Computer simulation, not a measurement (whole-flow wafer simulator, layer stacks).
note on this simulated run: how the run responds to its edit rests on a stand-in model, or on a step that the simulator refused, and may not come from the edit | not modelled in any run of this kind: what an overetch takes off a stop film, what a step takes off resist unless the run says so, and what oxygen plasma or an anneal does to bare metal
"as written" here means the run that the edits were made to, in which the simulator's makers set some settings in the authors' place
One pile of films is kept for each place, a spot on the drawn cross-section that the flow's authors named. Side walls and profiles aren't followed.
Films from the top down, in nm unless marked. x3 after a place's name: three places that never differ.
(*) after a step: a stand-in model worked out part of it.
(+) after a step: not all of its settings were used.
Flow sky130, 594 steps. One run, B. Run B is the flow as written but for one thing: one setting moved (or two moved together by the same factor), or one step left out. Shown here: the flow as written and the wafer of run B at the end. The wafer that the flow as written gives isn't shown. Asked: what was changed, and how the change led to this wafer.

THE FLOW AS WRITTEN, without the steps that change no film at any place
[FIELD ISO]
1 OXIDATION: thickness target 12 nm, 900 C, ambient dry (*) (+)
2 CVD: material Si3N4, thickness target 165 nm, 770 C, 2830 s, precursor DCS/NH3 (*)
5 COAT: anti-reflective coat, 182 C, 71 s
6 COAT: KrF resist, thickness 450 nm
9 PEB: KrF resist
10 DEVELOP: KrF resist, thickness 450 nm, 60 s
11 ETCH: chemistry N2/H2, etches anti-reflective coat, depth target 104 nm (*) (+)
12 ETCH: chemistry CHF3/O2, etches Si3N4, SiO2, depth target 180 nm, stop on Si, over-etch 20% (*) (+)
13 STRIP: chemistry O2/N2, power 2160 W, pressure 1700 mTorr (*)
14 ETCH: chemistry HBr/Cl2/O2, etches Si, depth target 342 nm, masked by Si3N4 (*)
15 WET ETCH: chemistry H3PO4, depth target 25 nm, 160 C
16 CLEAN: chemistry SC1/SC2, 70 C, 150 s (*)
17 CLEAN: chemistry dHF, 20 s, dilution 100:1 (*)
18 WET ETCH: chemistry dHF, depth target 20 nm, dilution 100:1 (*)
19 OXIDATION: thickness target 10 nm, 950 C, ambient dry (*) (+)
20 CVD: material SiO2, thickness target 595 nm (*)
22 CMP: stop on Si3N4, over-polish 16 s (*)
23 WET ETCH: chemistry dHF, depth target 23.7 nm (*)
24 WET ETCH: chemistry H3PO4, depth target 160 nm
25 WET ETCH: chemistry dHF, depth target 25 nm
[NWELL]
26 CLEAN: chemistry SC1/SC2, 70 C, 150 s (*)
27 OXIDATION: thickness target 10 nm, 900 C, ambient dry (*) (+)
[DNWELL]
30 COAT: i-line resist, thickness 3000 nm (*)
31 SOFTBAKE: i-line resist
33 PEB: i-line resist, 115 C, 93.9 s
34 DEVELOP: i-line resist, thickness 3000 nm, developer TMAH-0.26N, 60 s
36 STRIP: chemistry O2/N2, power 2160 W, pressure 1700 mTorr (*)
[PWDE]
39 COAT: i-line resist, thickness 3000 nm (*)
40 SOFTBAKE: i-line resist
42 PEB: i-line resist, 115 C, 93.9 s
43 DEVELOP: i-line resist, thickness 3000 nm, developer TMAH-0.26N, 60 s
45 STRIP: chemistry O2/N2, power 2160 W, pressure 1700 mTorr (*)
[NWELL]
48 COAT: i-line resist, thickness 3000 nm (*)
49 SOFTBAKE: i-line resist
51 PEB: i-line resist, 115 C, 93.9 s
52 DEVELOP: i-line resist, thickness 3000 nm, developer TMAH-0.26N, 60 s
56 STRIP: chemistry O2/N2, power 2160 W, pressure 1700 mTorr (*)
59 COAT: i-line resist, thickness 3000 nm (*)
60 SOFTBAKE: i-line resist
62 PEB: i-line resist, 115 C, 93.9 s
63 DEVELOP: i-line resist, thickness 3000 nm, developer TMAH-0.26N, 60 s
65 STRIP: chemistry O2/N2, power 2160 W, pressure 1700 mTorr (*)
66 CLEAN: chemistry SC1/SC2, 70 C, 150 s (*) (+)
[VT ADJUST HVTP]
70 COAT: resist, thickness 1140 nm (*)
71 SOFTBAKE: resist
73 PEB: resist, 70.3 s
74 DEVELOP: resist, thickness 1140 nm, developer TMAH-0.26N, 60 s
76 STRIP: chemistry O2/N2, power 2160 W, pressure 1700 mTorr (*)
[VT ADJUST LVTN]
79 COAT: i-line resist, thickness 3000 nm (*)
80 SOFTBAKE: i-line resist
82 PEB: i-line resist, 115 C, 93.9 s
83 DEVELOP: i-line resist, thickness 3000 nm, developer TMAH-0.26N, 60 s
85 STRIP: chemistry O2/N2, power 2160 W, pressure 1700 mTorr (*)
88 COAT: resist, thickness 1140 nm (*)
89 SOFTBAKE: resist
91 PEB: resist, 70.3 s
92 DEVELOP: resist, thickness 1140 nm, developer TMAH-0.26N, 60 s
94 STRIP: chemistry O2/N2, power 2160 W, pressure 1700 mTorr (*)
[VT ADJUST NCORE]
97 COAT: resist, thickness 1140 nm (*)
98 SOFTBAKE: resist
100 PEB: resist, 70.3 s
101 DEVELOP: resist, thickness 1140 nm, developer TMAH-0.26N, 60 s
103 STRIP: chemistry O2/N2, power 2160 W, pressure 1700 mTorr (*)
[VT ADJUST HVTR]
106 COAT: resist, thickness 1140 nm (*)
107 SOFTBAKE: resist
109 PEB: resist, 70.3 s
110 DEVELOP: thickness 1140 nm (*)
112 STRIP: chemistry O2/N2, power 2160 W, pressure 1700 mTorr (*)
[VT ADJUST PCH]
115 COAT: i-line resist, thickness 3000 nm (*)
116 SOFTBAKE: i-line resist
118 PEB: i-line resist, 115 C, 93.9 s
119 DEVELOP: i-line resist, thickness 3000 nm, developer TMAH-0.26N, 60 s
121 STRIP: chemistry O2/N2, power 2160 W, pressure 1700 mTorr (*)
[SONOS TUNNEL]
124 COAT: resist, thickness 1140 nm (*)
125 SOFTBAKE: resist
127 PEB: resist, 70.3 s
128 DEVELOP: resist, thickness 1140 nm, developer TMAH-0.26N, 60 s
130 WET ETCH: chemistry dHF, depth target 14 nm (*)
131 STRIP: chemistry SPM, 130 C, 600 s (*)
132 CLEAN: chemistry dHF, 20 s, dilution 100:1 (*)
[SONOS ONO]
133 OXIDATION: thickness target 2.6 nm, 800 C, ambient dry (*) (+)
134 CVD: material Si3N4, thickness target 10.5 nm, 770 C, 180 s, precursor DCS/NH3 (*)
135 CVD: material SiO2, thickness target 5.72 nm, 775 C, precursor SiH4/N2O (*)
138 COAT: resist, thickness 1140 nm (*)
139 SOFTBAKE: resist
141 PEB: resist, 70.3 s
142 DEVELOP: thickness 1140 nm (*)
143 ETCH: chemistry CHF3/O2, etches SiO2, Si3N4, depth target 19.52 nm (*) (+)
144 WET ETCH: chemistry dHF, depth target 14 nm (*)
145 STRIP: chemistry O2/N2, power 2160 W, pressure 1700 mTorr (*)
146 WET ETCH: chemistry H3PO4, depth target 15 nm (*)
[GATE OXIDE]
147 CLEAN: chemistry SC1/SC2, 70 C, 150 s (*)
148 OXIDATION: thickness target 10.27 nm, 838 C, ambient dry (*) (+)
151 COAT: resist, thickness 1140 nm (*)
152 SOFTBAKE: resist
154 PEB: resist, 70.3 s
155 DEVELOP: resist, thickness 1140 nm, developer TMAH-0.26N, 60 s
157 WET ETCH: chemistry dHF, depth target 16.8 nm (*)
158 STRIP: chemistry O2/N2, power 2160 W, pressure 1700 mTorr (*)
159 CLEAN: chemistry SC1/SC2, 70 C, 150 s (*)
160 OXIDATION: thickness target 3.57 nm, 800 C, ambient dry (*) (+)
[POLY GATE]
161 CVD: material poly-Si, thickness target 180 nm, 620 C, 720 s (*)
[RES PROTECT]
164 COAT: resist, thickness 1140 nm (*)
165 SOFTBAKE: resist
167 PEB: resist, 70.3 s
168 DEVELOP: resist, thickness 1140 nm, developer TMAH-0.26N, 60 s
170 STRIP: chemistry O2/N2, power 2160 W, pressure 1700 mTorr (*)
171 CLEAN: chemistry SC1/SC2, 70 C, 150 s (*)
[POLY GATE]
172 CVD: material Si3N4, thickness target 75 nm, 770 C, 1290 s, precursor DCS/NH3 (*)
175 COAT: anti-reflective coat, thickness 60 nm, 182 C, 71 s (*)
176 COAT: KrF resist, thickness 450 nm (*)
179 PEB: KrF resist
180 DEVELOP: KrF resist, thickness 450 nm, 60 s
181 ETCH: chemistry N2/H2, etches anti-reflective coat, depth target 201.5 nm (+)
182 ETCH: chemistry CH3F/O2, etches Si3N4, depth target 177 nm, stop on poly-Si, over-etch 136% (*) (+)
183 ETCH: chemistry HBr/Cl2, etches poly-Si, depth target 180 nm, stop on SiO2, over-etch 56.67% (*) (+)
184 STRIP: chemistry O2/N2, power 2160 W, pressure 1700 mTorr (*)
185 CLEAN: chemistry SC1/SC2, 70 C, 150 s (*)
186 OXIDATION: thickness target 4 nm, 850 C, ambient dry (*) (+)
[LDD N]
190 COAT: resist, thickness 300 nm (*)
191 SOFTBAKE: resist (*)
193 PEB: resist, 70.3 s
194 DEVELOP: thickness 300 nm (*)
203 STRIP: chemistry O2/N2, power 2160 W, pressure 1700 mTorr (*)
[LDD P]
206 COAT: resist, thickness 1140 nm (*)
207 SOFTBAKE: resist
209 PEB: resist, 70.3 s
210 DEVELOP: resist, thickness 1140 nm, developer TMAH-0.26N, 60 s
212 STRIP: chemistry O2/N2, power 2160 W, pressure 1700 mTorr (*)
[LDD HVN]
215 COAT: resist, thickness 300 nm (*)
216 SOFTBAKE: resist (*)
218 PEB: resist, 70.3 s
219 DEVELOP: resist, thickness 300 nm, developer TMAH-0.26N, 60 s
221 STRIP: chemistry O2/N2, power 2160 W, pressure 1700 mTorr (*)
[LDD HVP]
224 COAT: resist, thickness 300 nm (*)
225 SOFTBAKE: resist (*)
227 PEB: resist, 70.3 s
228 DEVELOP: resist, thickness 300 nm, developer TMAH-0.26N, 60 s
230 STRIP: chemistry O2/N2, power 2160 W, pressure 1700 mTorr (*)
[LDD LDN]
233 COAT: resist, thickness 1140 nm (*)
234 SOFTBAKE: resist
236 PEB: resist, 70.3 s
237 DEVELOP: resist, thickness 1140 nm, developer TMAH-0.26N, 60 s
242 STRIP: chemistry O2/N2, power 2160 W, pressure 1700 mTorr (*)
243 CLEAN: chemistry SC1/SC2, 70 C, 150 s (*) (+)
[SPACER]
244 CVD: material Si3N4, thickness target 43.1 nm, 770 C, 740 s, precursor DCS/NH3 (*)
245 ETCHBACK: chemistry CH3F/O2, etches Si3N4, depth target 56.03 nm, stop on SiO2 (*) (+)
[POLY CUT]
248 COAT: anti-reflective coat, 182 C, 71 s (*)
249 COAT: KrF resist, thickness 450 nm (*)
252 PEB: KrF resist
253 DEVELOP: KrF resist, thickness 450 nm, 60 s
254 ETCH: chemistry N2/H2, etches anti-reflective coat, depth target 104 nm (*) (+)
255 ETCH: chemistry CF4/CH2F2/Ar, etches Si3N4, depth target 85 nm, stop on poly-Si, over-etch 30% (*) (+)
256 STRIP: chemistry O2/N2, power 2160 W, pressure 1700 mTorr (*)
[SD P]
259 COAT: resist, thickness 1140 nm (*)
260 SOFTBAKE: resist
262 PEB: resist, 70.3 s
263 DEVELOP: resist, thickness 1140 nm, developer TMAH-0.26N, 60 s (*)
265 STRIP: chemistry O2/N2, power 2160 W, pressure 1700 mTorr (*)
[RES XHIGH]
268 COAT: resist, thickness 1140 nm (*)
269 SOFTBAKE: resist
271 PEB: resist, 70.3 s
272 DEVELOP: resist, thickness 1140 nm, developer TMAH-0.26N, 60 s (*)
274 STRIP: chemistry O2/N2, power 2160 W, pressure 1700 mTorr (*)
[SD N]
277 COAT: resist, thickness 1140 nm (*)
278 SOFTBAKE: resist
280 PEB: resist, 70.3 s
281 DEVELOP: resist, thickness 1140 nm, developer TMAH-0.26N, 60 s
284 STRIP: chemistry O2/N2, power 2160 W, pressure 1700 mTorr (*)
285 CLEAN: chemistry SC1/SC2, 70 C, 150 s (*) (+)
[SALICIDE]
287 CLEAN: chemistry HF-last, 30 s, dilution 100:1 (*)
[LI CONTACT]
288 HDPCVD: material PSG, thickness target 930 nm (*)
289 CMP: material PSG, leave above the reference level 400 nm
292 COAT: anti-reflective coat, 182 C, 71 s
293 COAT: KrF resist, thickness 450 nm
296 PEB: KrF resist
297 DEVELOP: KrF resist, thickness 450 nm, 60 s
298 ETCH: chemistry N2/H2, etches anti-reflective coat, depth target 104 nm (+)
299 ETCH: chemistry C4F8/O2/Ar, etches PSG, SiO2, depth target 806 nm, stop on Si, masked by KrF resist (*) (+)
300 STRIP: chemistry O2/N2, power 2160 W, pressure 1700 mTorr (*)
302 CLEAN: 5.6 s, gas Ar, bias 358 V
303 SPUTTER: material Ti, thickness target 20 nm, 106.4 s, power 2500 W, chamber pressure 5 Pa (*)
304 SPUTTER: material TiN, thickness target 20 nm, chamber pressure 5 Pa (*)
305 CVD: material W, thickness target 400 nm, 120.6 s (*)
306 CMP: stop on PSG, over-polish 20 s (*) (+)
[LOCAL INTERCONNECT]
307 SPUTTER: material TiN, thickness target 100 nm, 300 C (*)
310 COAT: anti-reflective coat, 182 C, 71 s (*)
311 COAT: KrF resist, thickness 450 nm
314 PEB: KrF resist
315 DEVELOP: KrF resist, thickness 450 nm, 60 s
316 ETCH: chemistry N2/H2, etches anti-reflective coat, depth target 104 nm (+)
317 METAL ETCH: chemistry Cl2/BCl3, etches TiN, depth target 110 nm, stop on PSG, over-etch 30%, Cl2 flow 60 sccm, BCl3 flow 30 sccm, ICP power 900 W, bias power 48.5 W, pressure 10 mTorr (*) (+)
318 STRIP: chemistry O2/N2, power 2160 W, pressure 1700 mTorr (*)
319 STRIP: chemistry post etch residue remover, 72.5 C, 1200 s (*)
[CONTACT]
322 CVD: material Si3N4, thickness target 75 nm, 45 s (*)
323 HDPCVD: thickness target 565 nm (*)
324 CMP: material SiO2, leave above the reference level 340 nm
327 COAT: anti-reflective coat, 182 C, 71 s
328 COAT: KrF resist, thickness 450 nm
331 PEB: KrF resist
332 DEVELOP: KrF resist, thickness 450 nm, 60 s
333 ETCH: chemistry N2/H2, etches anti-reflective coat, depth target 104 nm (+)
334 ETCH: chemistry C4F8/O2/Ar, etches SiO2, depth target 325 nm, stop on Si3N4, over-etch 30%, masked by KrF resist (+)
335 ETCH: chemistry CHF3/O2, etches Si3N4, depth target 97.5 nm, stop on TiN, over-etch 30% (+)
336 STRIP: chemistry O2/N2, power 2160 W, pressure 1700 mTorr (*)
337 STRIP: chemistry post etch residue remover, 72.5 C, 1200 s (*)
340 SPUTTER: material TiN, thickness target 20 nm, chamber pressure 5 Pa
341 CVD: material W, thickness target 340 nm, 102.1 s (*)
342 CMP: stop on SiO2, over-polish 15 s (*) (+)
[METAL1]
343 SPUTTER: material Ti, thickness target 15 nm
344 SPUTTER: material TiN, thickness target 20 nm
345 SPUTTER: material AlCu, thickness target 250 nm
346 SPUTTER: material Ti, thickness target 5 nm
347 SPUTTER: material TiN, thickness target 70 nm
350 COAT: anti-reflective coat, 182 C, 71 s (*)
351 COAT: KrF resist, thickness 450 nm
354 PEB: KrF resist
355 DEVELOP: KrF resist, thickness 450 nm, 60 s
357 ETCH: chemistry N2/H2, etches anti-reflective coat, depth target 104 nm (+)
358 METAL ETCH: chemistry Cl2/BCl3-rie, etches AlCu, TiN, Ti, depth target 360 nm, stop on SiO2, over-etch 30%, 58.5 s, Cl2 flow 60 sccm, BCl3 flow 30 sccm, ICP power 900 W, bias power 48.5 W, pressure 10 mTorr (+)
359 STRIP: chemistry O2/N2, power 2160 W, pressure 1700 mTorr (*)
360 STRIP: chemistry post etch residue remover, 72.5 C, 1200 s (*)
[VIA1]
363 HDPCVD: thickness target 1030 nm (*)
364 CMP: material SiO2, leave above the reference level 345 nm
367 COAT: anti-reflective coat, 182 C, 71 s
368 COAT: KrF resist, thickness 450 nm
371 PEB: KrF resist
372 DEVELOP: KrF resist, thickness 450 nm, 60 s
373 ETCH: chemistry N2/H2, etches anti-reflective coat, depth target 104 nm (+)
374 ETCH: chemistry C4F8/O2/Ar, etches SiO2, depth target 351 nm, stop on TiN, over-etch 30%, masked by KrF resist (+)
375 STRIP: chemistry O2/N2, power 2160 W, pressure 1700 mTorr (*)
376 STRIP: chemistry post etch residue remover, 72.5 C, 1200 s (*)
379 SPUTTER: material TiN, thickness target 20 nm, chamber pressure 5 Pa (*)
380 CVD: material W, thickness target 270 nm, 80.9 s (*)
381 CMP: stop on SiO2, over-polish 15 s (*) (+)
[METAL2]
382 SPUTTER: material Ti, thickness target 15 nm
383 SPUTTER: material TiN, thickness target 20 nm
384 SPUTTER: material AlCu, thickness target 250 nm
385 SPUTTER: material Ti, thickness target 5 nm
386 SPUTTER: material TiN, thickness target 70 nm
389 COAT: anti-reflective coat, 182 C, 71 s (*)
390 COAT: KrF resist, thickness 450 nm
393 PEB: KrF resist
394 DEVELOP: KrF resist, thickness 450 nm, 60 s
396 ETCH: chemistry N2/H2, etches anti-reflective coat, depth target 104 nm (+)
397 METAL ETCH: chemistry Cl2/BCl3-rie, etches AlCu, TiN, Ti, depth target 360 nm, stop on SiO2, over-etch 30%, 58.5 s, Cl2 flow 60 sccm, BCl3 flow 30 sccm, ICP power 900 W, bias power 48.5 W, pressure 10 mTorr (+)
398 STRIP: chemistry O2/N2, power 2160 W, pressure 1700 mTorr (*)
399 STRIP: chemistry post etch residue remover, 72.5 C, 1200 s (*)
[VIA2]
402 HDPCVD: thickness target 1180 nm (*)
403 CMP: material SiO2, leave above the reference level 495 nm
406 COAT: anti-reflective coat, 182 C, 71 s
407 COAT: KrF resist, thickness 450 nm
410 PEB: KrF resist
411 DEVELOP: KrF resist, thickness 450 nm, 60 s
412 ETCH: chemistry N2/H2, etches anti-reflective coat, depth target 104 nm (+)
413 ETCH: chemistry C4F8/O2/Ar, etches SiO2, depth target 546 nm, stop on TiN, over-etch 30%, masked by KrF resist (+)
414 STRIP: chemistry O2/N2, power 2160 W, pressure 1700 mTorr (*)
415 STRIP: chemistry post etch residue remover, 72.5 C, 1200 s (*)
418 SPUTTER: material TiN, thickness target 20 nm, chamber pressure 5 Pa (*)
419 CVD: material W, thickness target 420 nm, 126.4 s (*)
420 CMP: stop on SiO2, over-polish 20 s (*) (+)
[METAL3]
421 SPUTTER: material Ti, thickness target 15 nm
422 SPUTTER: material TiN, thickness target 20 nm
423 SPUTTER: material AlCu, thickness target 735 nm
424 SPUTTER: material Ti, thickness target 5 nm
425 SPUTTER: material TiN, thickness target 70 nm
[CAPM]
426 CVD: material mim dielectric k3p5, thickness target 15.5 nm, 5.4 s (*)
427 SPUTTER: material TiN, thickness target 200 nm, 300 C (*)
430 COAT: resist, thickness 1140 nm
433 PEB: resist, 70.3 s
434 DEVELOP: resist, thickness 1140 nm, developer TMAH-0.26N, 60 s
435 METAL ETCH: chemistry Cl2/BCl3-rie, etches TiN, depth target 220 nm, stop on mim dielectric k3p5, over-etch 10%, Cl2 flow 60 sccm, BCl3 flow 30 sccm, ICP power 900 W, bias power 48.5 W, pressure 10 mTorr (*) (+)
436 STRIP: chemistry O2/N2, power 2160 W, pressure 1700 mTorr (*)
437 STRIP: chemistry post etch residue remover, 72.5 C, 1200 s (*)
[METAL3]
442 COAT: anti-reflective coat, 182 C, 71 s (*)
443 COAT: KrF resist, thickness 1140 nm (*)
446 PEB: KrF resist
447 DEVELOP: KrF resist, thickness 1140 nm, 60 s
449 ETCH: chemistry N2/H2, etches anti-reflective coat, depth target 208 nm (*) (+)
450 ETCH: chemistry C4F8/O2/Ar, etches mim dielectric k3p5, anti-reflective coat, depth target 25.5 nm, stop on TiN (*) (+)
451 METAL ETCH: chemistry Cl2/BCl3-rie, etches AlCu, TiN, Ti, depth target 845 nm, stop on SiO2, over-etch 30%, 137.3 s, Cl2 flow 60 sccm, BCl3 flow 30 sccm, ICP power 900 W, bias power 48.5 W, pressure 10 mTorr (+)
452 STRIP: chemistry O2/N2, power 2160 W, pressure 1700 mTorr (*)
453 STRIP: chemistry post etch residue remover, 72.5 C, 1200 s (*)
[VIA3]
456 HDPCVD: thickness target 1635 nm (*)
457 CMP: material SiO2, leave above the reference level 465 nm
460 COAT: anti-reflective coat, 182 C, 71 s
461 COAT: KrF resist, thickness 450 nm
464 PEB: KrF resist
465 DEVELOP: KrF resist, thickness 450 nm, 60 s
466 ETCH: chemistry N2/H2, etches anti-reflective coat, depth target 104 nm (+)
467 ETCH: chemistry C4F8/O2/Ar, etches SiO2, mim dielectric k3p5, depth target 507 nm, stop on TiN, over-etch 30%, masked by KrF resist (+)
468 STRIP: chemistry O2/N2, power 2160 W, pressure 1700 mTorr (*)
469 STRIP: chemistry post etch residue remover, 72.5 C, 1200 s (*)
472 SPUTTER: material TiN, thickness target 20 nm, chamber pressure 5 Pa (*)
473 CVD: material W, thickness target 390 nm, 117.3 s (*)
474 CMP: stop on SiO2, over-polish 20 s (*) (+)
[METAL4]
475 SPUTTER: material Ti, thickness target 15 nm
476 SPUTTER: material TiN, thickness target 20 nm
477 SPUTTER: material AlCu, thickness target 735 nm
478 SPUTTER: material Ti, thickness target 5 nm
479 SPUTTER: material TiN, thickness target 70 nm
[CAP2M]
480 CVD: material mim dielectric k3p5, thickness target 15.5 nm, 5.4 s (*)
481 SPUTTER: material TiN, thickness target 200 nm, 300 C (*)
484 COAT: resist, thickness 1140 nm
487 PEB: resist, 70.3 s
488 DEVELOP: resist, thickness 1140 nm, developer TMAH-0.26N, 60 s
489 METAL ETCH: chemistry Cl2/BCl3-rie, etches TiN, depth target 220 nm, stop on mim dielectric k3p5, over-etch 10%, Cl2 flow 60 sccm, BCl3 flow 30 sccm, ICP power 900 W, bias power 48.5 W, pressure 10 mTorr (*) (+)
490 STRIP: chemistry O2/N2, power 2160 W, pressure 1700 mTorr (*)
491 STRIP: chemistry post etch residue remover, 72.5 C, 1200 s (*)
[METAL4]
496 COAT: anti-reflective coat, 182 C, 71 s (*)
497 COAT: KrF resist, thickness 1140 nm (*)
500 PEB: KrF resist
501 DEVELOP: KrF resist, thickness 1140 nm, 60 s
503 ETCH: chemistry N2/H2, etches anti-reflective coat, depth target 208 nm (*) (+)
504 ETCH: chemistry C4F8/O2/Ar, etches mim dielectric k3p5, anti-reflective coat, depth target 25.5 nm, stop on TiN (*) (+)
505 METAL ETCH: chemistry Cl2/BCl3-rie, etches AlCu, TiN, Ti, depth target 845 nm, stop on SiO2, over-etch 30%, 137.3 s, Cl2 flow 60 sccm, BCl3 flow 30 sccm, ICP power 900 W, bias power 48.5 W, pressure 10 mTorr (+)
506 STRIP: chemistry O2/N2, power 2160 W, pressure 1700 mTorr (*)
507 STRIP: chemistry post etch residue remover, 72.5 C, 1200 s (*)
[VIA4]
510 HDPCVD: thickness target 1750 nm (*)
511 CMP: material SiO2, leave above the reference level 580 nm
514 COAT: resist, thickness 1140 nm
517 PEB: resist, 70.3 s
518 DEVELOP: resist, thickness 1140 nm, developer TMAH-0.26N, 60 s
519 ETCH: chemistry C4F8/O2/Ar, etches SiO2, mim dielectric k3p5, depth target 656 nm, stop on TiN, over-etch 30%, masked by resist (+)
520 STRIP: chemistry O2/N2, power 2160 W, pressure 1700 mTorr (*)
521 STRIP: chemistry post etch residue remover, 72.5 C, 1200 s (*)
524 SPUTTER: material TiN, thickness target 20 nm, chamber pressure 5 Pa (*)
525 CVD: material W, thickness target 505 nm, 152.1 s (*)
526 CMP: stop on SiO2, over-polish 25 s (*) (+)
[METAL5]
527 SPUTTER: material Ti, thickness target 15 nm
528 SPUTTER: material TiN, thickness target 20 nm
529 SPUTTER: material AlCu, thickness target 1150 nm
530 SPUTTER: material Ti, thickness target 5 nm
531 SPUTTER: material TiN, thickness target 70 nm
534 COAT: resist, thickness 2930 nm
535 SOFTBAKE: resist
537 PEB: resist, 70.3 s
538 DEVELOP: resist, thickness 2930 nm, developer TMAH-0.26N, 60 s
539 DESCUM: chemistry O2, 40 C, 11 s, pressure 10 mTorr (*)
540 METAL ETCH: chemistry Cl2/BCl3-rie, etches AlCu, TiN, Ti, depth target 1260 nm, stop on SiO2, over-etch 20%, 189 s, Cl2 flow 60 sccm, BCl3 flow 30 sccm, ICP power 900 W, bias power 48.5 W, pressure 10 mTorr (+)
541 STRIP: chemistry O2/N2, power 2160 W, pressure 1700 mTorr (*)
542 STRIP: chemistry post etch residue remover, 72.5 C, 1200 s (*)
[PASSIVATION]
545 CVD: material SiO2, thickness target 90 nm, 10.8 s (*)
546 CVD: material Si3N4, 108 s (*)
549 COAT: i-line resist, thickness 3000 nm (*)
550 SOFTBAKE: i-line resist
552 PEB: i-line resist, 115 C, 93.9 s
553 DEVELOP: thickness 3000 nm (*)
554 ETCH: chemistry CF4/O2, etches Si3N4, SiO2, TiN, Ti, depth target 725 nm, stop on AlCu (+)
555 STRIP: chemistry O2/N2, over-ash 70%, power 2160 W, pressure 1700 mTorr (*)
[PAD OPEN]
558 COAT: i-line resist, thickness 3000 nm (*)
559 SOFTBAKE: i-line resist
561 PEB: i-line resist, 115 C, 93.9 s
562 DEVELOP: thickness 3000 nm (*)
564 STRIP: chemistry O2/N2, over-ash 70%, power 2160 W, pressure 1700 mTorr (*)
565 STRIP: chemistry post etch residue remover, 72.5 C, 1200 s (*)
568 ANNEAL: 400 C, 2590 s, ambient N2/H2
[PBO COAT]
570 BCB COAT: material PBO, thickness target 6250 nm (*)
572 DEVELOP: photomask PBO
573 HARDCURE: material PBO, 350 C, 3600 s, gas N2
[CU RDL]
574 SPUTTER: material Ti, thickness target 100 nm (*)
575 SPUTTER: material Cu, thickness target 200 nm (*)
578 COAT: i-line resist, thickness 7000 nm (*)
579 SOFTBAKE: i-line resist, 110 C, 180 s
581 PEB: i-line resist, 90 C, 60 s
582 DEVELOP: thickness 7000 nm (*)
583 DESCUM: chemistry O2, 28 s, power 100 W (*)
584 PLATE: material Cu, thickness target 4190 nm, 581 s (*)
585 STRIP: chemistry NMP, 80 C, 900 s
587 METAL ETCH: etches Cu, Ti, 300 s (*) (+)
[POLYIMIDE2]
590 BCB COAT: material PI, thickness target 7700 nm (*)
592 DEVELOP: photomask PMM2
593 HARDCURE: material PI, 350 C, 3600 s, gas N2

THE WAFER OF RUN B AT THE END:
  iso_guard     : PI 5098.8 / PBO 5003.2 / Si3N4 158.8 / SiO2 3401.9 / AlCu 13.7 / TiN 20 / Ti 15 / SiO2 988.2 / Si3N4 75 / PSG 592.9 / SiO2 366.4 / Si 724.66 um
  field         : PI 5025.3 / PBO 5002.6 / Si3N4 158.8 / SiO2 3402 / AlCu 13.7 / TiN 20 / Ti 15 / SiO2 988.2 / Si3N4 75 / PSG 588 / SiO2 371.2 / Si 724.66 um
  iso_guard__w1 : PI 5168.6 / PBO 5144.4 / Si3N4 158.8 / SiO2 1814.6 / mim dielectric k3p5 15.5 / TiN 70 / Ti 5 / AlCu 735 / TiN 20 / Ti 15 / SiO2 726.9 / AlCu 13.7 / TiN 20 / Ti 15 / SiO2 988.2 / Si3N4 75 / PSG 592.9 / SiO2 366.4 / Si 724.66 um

The cause: step 397, METAL ETCH: depth target 234 nm was run, where the flow has depth target 360 nm; step 397, METAL ETCH: 38 s was run, where the flow has 58.5 s.

How the change led to this, step by step:
  397 METAL ETCH: chemistry Cl2/BCl3-rie, etches AlCu, TiN, Ti, depth target 360 nm, stop on SiO2, over-etch 30%, 58.5 s, Cl2 flow 60 sccm, BCl3 flow 30 sccm, ICP power 900 W, bias power 48.5 W, pressure 10 mTorr (+)
      field, active, gate and 82 more: TiN -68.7 (all of it), Ti -5 (all of it), AlCu -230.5 (as written it would be: TiN -68.7 (all of it), Ti -5 (all of it), AlCu -250 (all of it), TiN -20 (all of it), Ti -15 (all of it), SiO2 -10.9)
      n_well, p_well, gate_hv and 103 more: KrF resist -152.1 (as written it would be: KrF resist -234)
  398 STRIP: chemistry O2/N2, power 2160 W, pressure 1700 mTorr (*)
      n_well, p_well, gate_hv and 101 more: KrF resist -225.7 (all of it), anti-reflective coat -80 (all of it) (as written it would be: KrF resist -143.8 (all of it), anti-reflective coat -80 (all of it))
      m1, via1_hole: KrF resist -225.8 (all of it), anti-reflective coat -80.4 (all of it) (as written it would be: KrF resist -143.9 (all of it), anti-reflective coat -80.4 (all of it))
  399 STRIP: chemistry post etch residue remover, 72.5 C, 1200 s (*)
      field, active, gate and 82 more: AlCu -5.72 (as written it would be: nothing)
  402 HDPCVD: thickness target 1180 nm (*)
      field, active, gate and 82 more: SiO2 +1180 (new film) (as written it would be: SiO2 +1180)
  403 CMP: material SiO2, leave above the reference level 495 nm
      field, active, gate and 82 more: SiO2 -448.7 (as written it would be: SiO2 -389.1)
Counting metal films that touch as one body, iso_guard has 1 body; the flow as written gives 0 bodies.
Counting metal films that touch as one body, field has 1 body; the flow as written gives 0 bodies.
Counting metal films that touch as one body, iso_guard__w1 has 2 bodies (between them, from the top down: SiO2 726.9); the flow as written gives 1 body.
